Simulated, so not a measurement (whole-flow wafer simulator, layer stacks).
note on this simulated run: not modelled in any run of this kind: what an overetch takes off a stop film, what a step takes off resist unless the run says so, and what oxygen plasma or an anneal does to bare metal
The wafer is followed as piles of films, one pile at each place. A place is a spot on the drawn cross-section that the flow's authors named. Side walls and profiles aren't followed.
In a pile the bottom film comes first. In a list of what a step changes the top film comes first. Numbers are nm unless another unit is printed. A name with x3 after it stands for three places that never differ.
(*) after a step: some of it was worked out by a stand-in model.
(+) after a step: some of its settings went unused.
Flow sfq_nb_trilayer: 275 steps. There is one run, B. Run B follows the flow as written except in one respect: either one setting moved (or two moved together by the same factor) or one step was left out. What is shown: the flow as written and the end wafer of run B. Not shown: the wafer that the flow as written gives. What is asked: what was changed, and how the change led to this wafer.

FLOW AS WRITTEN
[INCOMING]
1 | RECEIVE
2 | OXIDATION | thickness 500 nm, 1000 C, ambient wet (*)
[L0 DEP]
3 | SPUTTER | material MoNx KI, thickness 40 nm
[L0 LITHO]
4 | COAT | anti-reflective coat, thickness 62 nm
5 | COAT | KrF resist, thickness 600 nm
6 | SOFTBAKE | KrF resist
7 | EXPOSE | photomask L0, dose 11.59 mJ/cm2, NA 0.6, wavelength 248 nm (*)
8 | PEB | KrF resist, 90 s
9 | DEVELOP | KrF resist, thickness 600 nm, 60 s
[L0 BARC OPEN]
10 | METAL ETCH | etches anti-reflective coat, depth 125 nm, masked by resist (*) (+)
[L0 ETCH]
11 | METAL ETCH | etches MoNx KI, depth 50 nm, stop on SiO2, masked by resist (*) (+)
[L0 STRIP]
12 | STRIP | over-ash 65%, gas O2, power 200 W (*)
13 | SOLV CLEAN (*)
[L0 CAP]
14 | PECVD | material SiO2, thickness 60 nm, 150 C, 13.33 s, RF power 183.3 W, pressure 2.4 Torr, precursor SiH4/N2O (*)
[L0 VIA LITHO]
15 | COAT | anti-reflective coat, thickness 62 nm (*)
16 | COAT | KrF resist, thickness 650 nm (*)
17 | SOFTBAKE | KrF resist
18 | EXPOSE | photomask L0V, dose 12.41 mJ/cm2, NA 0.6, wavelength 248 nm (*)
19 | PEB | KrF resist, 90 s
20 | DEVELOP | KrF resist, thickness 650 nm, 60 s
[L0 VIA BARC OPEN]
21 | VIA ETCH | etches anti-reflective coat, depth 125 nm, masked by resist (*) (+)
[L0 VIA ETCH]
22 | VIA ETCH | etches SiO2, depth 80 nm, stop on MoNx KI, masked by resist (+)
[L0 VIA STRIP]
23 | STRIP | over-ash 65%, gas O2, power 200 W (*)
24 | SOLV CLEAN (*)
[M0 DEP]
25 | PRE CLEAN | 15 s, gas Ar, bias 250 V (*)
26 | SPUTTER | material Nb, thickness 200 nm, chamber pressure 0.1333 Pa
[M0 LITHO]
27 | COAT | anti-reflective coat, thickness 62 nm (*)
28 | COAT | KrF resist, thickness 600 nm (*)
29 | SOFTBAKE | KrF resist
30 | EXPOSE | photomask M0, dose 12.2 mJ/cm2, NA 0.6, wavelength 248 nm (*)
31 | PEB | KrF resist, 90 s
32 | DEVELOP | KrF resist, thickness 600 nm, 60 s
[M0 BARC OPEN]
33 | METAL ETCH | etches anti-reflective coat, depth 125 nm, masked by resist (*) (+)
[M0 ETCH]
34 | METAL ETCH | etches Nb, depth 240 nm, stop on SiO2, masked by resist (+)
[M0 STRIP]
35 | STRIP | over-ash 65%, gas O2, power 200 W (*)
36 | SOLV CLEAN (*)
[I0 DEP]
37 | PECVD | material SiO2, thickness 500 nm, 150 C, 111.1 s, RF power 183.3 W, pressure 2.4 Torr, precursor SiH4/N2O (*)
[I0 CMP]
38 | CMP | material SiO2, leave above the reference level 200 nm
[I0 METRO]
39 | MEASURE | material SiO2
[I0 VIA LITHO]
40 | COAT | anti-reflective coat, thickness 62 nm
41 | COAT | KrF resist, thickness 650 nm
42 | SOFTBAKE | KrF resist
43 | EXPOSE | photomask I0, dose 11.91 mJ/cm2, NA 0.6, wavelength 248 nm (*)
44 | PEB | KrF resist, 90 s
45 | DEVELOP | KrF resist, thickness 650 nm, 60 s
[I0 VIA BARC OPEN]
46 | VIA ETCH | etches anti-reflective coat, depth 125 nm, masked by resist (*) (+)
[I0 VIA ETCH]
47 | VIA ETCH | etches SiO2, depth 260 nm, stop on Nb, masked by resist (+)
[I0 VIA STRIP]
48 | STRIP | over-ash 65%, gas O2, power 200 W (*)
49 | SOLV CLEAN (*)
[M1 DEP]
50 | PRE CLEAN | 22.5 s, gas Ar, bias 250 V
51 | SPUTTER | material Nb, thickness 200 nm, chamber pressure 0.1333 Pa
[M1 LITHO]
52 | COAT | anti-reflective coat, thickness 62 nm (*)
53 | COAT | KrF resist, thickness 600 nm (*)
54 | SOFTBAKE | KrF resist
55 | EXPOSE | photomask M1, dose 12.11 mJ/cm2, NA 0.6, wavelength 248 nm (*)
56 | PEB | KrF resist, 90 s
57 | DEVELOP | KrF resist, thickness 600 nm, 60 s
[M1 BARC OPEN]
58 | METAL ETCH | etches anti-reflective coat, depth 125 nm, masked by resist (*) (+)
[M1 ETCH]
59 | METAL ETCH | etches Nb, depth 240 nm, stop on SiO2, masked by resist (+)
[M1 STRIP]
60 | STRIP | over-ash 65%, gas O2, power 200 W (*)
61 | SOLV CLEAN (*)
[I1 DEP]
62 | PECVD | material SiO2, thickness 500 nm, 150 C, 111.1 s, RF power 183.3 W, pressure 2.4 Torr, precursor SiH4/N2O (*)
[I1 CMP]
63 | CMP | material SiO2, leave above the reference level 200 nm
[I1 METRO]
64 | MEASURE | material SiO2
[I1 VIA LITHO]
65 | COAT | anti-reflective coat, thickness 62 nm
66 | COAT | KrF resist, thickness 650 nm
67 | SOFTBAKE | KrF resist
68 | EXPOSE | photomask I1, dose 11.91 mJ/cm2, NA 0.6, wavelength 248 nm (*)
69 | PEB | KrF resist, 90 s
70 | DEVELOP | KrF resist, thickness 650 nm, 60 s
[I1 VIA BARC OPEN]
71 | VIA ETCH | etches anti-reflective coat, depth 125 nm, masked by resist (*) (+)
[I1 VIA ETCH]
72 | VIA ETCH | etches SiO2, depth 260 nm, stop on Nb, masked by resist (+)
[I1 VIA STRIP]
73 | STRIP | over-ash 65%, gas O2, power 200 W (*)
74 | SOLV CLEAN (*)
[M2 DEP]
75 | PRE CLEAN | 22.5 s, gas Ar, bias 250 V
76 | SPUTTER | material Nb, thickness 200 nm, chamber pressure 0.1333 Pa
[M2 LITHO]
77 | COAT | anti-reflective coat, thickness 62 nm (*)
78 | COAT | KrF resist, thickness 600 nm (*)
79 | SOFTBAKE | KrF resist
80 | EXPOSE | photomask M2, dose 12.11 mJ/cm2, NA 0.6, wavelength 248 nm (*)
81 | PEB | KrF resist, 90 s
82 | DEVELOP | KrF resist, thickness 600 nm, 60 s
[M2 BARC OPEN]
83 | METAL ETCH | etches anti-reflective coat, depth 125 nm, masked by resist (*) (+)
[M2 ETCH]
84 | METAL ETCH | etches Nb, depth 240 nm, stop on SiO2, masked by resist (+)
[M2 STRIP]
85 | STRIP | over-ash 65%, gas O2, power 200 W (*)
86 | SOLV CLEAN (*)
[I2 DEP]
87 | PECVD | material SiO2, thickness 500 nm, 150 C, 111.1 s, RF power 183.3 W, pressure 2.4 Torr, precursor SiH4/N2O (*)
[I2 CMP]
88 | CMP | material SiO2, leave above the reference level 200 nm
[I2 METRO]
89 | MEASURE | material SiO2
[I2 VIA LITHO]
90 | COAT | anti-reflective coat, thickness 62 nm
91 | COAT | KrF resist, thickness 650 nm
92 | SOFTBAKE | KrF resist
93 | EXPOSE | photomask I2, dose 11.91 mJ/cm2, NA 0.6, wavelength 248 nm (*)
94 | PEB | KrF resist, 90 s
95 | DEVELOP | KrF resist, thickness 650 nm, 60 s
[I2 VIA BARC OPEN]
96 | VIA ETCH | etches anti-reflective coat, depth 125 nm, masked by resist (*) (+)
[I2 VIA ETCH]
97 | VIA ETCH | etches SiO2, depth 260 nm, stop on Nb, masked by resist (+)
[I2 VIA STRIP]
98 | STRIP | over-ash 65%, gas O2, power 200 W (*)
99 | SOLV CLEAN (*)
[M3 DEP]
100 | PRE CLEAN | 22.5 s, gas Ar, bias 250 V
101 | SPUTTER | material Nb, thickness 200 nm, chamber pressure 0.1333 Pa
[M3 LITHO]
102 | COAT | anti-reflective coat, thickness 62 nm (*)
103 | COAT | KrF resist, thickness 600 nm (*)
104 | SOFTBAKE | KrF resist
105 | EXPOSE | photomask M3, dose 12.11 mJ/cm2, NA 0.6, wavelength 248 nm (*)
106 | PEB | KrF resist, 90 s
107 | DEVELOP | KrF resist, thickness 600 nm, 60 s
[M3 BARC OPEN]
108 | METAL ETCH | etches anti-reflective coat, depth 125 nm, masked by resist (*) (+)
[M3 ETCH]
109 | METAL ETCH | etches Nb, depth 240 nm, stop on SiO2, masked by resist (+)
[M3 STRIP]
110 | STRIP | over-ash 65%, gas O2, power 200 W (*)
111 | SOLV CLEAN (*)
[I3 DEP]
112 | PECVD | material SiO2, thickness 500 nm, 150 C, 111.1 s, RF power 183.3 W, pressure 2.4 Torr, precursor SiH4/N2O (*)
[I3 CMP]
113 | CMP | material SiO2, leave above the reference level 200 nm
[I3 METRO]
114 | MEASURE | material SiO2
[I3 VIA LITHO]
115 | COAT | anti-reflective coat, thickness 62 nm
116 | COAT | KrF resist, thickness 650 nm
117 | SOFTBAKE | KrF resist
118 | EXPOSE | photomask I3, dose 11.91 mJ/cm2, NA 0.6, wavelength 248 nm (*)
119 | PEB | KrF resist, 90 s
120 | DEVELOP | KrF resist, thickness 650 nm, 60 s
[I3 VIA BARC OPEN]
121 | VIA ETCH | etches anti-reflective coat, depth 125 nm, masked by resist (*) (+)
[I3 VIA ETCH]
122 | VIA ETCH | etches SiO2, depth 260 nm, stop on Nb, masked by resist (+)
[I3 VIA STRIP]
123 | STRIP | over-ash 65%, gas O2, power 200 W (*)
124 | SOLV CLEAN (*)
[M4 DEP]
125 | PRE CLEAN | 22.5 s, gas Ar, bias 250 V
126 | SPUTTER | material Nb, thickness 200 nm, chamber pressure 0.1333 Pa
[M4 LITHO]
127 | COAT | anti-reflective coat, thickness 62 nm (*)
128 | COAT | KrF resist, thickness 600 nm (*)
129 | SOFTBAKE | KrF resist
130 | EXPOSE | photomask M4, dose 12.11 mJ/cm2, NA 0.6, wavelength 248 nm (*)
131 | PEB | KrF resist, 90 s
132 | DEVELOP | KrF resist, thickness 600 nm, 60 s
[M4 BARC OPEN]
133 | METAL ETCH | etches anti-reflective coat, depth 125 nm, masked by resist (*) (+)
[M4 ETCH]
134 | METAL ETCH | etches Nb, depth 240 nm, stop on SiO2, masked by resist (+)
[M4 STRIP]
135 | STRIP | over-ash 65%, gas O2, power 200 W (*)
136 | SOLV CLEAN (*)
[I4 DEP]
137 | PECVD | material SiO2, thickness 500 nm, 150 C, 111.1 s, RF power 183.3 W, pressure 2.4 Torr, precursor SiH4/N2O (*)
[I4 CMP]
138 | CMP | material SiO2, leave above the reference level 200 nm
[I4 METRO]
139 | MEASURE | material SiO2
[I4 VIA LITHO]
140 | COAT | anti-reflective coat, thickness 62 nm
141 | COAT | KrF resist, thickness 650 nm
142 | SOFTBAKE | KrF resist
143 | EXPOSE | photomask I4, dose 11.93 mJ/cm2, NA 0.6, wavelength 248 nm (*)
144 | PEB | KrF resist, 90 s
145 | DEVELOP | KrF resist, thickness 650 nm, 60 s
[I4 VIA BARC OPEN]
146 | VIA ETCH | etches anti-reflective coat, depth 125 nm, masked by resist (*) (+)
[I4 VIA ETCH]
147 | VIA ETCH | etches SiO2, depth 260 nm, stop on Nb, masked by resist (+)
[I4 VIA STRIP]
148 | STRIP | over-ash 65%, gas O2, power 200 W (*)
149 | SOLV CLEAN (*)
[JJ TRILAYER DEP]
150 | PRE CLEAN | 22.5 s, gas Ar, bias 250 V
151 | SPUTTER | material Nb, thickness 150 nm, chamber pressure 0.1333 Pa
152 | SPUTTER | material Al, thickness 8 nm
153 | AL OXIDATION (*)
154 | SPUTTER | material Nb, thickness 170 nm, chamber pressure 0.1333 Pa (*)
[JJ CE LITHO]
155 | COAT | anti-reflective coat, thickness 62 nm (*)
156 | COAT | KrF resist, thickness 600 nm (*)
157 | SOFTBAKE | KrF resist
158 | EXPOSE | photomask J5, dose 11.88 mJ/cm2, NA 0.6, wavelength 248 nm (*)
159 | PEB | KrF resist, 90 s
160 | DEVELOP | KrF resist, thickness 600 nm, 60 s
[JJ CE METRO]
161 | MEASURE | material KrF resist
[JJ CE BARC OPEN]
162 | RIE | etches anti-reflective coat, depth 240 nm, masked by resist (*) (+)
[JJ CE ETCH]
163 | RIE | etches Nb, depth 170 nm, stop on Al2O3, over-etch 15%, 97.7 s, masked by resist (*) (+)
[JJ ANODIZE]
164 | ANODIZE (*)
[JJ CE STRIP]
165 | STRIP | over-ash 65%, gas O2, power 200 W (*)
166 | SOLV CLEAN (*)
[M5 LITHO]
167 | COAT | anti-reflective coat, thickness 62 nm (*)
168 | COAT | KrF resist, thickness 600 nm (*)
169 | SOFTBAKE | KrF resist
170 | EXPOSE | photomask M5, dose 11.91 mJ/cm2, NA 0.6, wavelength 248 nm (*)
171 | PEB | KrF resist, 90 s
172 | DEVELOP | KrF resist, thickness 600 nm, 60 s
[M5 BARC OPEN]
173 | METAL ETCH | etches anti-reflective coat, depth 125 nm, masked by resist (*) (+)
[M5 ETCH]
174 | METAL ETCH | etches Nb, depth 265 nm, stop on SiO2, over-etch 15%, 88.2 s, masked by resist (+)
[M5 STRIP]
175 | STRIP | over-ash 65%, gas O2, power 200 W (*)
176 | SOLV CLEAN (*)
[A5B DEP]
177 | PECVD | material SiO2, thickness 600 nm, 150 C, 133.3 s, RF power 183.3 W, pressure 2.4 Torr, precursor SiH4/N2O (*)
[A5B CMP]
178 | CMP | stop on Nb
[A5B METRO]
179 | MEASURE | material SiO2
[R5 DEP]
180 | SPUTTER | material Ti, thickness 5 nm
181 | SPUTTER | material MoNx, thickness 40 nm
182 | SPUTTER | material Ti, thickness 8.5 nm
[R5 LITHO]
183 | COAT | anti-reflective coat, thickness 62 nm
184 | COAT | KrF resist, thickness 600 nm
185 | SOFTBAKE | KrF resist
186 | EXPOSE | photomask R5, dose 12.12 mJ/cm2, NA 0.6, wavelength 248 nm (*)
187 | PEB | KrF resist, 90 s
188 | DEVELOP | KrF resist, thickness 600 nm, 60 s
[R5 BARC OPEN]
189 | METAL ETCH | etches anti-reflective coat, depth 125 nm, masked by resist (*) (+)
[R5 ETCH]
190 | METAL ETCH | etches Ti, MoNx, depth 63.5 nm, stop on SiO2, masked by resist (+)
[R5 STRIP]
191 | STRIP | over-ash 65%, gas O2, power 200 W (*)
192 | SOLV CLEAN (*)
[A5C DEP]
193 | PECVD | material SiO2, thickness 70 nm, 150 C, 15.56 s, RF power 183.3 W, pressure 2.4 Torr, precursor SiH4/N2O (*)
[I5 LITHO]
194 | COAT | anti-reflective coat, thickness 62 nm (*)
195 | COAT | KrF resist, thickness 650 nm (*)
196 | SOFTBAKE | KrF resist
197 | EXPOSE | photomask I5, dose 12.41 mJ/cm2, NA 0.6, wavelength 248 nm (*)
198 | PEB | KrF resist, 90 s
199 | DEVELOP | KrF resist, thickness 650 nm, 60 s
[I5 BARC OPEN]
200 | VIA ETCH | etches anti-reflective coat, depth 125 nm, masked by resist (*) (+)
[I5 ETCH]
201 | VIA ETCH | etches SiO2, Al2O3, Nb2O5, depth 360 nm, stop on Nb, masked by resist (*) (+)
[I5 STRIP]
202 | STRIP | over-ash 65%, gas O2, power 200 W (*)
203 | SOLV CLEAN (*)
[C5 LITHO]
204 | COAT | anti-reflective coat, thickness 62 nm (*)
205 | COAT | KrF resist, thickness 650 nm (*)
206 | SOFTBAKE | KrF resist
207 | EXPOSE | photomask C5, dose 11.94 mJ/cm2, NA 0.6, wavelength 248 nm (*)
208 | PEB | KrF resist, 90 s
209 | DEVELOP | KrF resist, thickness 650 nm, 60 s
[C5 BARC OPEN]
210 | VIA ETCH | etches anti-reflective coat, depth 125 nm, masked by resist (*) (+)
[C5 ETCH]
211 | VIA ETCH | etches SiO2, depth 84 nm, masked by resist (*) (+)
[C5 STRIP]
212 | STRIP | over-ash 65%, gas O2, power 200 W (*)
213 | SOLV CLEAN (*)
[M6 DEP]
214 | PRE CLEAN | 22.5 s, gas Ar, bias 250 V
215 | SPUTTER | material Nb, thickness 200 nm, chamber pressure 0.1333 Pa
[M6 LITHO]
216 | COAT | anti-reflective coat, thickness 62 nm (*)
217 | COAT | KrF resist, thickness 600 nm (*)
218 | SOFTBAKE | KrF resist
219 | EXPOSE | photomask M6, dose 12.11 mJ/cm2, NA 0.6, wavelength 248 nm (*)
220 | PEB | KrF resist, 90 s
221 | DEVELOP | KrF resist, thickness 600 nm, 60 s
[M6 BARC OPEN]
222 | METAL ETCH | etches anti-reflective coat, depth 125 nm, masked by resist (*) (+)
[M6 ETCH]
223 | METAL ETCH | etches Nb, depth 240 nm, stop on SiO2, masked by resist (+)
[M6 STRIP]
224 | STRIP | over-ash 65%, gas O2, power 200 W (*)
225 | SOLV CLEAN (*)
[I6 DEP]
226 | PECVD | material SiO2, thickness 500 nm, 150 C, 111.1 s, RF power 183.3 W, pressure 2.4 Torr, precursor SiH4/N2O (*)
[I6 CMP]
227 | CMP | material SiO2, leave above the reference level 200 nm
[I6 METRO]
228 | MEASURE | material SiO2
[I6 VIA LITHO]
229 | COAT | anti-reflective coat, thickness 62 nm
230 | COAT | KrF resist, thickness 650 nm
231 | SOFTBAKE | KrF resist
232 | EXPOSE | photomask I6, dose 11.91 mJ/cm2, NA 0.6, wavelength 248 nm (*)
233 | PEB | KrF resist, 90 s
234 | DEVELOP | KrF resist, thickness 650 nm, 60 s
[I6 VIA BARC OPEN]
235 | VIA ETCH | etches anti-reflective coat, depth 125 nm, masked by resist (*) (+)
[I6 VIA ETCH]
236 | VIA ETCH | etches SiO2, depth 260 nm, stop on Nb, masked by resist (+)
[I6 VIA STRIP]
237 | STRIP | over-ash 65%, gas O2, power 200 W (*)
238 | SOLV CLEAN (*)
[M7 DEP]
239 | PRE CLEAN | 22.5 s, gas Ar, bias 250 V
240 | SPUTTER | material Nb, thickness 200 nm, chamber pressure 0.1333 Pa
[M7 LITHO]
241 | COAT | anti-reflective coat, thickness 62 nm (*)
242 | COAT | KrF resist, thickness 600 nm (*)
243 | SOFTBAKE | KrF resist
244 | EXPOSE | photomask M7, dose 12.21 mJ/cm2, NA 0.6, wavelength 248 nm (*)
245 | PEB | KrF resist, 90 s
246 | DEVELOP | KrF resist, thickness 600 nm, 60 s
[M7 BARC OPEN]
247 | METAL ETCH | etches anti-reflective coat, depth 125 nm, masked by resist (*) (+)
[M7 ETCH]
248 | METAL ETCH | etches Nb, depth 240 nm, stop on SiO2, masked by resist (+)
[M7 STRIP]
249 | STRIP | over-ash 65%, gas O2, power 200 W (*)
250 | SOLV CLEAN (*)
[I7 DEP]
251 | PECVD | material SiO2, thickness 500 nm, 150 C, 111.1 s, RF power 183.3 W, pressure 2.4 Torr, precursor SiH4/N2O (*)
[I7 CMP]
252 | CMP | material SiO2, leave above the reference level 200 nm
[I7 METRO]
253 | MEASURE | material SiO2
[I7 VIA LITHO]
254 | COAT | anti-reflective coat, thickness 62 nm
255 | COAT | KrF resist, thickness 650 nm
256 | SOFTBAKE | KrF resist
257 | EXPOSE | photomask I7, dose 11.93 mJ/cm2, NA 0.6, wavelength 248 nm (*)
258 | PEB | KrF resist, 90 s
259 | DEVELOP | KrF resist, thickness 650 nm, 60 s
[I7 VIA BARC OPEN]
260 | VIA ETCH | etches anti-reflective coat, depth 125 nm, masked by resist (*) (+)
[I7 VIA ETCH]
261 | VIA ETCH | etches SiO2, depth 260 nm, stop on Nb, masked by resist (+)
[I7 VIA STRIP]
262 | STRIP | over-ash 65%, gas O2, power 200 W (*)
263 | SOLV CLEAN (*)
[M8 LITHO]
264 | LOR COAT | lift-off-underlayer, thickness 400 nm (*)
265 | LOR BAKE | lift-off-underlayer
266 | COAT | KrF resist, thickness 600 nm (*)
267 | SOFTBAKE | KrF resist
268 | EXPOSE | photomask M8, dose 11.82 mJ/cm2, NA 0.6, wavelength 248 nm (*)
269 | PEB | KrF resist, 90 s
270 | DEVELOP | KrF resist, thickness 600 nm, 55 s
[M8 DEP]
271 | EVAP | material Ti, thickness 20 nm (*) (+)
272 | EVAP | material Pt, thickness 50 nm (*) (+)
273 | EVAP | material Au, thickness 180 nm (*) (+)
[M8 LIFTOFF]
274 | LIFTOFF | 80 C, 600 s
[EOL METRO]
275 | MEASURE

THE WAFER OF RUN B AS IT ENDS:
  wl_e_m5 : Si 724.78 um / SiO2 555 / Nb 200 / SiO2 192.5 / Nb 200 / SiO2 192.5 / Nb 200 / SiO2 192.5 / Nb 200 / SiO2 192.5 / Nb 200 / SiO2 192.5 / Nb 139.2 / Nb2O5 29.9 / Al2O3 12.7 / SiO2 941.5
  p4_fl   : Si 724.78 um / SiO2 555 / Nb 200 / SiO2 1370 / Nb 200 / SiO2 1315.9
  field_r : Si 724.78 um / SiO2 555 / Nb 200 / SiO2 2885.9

Cause: step 227, CMP: leave above the reference level 140 nm was run, while the flow as written has leave above the reference level 200 nm.

How this came from the change, step by step:
  227 | CMP | material SiO2, leave above the reference level 200 nm
      field_l, p4_fl, p4_fm and 59 more: -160 SiO2 (in the flow as written it would be: -100 SiO2)
      v_sur, via_wl, via_w and 15 more: -360 SiO2 (in the flow as written it would be: -300 SiO2)
      (also at 26 further places)
  236 | VIA ETCH | etches SiO2, depth 260 nm, stop on Nb, masked by resist (+)
      field_l, v_sur, via_wl and 102 more: -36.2 KrF resist (in the flow as written it would be: -44.8 KrF resist)
      via_v: -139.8 SiO2 (all of it) (in the flow as written it would be: -199.8 SiO2 (all of it))
  240 | SPUTTER | material Nb, thickness 200 nm, chamber pressure 0.1333 Pa
      via_v: +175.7 Nb (in the flow as written it would be: +161.1 Nb)
  241 | COAT | anti-reflective coat, thickness 62 nm (*)
      via_v: +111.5 anti-reflective coat (new film) (in the flow as written it would be: +126 anti-reflective coat (new film))
      wire: +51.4 anti-reflective coat (new film) (in the flow as written it would be: +50.3 anti-reflective coat (new film))
  242 | COAT | KrF resist, thickness 600 nm (*)
      via_v: +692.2 KrF resist (new film) (in the flow as written it would be: +742.5 KrF resist (new film))
  249 | STRIP | over-ash 65%, gas O2, power 200 W (*)
      via_v: -474.4 KrF resist (all of it), -111.5 anti-reflective coat (all of it) (in the flow as written it would be: -524.5 KrF resist (all of it), -126 anti-reflective coat (all of it))
      wire: -378.9 KrF resist (all of it), -51.4 anti-reflective coat (all of it) (in the flow as written it would be: -374.1 KrF resist (all of it), -50.3 anti-reflective coat (all of it))
  251 | PECVD | material SiO2, thickness 500 nm, 150 C, 111.1 s, RF power 183.3 W, pressure 2.4 Torr, precursor SiH4/N2O (*)
      via_v: +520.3 SiO2 (new film) (in the flow as written it would be: +621 SiO2 (new film))
  252 | CMP | material SiO2, leave above the reference level 200 nm
      via_v: -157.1 SiO2 (in the flow as written it would be: -183.1 SiO2)
